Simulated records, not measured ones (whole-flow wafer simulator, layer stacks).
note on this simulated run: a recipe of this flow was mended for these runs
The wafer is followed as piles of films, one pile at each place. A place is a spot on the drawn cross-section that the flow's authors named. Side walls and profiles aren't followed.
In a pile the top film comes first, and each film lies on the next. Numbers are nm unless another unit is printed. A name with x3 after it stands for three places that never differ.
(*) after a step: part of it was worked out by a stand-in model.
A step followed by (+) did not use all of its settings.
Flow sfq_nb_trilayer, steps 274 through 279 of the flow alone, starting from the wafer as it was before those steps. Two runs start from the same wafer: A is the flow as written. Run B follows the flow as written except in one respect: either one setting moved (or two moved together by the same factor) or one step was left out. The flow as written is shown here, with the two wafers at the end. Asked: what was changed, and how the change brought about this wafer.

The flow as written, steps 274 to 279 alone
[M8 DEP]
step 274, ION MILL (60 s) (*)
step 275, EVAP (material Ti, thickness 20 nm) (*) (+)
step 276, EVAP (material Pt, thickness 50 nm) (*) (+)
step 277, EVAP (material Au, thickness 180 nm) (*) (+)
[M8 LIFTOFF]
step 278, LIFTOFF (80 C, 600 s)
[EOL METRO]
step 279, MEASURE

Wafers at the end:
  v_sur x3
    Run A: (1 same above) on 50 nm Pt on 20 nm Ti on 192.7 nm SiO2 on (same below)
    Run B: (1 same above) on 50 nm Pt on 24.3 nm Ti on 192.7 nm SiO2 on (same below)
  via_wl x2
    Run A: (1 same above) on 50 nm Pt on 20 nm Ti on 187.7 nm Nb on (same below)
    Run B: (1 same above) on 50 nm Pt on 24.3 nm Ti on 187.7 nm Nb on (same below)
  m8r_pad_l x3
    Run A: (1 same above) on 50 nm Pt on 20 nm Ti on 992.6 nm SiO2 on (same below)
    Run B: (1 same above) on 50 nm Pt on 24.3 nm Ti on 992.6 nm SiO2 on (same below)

What caused this: step 275, EVAP: thickness 24.3 nm was run, though the flow has thickness 20 nm.
One can read it off the wafer: v_sur x3 has Ti 24.3, and step 275 as written asks for 20 nm.

Step by step, how the change led to this:
  step 275, EVAP (material Ti, thickness 20 nm) (*) (+)
      field_l, v_sur x3, via_wl x2 and 100 more: A Ti gains 20 (new film) | B Ti gains 24.3 (new film)
  step 278, LIFTOFF (80 C, 600 s)
      p4_fl x5, p4_w1 x9, p3_s0 x11 and 49 more: A Au loses 180 (all of it), Pt loses 50 (all of it), Ti loses 20 (all of it), KrF-resist-other-grade loses 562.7 (all of it), lift-off-underlayer loses 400 (all of it) | B Au loses 180 (all of it), Pt loses 50 (all of it), Ti loses 24.3 (all of it), KrF-resist-other-grade loses 562.7 (all of it), lift-off-underlayer loses 400 (all of it)
      r_sur, res, r_end: A Au loses 180 (all of it), Pt loses 50 (all of it), Ti loses 20 (all of it), KrF-resist-other-grade loses 559.9 (all of it), lift-off-underlayer loses 399.5 (all of it) | B Au loses 180 (all of it), Pt loses 50 (all of it), Ti loses 24.3 (all of it), KrF-resist-other-grade loses 559.9 (all of it), lift-off-underlayer loses 399.5 (all of it)
      (as well as at 18 more places)
